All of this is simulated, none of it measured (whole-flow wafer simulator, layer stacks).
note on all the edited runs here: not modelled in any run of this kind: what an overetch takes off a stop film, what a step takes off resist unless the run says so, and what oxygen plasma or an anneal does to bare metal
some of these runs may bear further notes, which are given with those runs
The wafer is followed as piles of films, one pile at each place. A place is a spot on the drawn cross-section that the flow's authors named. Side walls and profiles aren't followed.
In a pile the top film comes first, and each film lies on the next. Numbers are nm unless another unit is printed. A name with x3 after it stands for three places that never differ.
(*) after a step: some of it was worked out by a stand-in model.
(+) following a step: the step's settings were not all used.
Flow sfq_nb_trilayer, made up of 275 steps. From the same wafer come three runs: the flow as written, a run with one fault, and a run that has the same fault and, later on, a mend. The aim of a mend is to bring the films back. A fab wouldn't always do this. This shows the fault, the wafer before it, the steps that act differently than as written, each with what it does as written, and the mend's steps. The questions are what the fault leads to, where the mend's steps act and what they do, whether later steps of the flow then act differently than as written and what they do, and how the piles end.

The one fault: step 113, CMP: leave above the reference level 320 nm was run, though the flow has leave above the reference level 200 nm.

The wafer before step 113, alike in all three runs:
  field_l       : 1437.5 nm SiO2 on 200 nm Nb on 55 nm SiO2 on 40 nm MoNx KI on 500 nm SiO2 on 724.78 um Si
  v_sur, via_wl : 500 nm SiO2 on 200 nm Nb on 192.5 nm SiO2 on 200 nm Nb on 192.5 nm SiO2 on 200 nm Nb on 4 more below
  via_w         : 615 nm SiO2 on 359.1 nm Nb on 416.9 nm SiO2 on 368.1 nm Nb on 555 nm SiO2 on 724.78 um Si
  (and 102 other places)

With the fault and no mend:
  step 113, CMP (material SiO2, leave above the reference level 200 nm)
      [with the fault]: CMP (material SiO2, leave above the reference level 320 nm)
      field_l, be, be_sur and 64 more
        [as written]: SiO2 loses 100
        [with the fault]: nothing
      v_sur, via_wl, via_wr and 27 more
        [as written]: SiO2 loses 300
        [with the fault]: SiO2 loses 180
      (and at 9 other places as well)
  Later steps of the flow acting differently than as written (5 more steps, not shown, differ only slightly: by at most 2% or 0.5 nm, whichever is larger):
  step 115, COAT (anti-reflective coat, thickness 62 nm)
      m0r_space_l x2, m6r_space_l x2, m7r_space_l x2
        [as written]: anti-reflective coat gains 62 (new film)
        [with the fault]: anti-reflective coat gains 65 (new film)
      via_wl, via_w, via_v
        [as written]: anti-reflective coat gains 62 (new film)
        [with the fault]: anti-reflective coat gains 60.4 (new film)
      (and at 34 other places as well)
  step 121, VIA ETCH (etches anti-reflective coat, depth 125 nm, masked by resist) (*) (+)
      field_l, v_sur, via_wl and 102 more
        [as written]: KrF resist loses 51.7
        [with the fault]: KrF resist loses 50.4
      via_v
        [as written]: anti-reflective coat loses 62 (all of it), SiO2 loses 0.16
        [with the fault]: anti-reflective coat loses 60.4 (all of it), SiO2 loses 0.15
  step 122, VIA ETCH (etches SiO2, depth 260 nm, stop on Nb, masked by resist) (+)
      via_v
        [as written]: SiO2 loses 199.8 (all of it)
        [with the fault]: SiO2 loses 260
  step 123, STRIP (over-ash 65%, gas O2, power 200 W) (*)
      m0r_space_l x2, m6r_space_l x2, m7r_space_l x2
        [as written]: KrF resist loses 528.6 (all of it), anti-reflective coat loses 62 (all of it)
        [with the fault]: KrF resist loses 531.9 (all of it), anti-reflective coat loses 65 (all of it)
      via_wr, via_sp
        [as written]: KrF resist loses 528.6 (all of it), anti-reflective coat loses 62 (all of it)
        [with the fault]: KrF resist loses 523.9 (all of it), anti-reflective coat loses 60.5 (all of it)
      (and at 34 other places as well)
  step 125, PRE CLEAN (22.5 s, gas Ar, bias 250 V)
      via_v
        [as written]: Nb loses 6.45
        [with the fault]: SiO2 loses 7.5
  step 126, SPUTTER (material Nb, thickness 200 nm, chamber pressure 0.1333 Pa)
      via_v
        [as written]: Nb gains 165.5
        [with the fault]: Nb gains 152.6 (new film)
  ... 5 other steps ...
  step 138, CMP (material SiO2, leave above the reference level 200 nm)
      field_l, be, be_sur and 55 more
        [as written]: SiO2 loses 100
        [with the fault]: SiO2 loses 80
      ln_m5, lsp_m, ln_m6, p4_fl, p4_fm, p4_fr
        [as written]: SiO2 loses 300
        [with the fault]: SiO2 loses 280
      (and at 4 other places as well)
  At field_l, v_sur, via_wl and 103 more, the piles at the end differ from the flow's by more than 2% or 0.5 nm, whichever is larger.
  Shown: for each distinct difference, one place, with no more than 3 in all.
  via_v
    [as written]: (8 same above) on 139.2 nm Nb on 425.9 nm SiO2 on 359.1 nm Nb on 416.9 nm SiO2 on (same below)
    [with the fault]: (8 same above) on 139.2 nm Nb on 500 nm SiO2 on 152.6 nm Nb on 52.3 nm SiO2 on 200 nm Nb on 416.9 nm SiO2 on (same below)
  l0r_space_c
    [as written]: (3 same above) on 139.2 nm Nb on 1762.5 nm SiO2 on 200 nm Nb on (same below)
    [with the fault]: (3 same above) on 139.2 nm Nb on 1882.5 nm SiO2 on 200 nm Nb on (same below)
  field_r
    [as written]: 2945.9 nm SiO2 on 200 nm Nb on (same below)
    [with the fault]: 3065.9 nm SiO2 on 200 nm Nb on (same below)

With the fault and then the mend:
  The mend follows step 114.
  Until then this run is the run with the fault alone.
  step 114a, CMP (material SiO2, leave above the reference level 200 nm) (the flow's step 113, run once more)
      field_l, be, be_sur and 64 more
        SiO2 loses 100
      v_sur, via_wl, via_w and 36 more
        SiO2 loses 120
  Later steps of the flow that are run all act as written at every place that is followed.
  At every place that both follow, the piles at the end match the flow's.
